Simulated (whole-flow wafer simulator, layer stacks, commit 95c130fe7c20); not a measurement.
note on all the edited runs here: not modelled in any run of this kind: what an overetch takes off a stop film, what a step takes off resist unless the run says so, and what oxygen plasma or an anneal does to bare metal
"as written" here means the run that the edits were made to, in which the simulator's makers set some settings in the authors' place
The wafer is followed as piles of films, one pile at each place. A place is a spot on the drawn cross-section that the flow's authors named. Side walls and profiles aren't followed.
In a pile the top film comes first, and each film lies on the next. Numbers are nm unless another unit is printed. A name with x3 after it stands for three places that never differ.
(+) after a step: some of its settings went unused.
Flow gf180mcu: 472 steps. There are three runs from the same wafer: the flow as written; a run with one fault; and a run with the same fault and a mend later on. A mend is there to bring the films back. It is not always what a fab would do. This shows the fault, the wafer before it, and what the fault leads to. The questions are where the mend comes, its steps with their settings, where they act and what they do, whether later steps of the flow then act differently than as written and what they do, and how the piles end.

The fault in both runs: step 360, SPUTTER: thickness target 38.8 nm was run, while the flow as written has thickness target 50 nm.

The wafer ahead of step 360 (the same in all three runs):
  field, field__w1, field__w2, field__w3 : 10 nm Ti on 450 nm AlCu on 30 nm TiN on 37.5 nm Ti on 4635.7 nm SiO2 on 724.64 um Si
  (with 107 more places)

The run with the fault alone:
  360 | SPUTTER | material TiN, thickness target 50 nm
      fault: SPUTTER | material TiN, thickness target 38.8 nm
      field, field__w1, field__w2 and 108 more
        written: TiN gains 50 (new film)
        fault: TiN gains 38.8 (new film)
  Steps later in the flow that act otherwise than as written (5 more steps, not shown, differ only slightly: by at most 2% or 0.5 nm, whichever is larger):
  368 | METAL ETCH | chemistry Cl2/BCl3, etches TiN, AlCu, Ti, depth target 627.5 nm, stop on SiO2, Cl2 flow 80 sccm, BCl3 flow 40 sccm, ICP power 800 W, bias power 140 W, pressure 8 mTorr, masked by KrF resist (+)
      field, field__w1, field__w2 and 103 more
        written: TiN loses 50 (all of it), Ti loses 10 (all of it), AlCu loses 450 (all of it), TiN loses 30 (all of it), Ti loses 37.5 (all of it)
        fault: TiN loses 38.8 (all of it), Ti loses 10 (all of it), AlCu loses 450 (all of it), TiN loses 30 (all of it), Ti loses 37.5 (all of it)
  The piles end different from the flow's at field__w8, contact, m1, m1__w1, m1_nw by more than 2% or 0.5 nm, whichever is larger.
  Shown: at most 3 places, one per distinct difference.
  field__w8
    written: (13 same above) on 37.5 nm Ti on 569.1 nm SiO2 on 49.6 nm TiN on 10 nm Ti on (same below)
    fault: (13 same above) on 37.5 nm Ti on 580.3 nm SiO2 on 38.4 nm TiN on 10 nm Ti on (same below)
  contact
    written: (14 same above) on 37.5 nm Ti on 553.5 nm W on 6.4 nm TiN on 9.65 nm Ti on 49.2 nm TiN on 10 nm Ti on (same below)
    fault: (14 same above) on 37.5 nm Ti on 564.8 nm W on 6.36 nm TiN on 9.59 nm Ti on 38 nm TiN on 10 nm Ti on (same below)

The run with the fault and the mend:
  The mend follows step 360.
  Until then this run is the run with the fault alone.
  360a | SPUTTER | material TiN, thickness target 11.2 nm (a further turn of the flow's step 360, with different settings)
      field, field__w1, field__w2 and 108 more
        TiN gains 11.2
  None of the later steps of the flow acts differently than as written at any place that is followed.
  At every place that both follow, the piles at the end match the flow's.
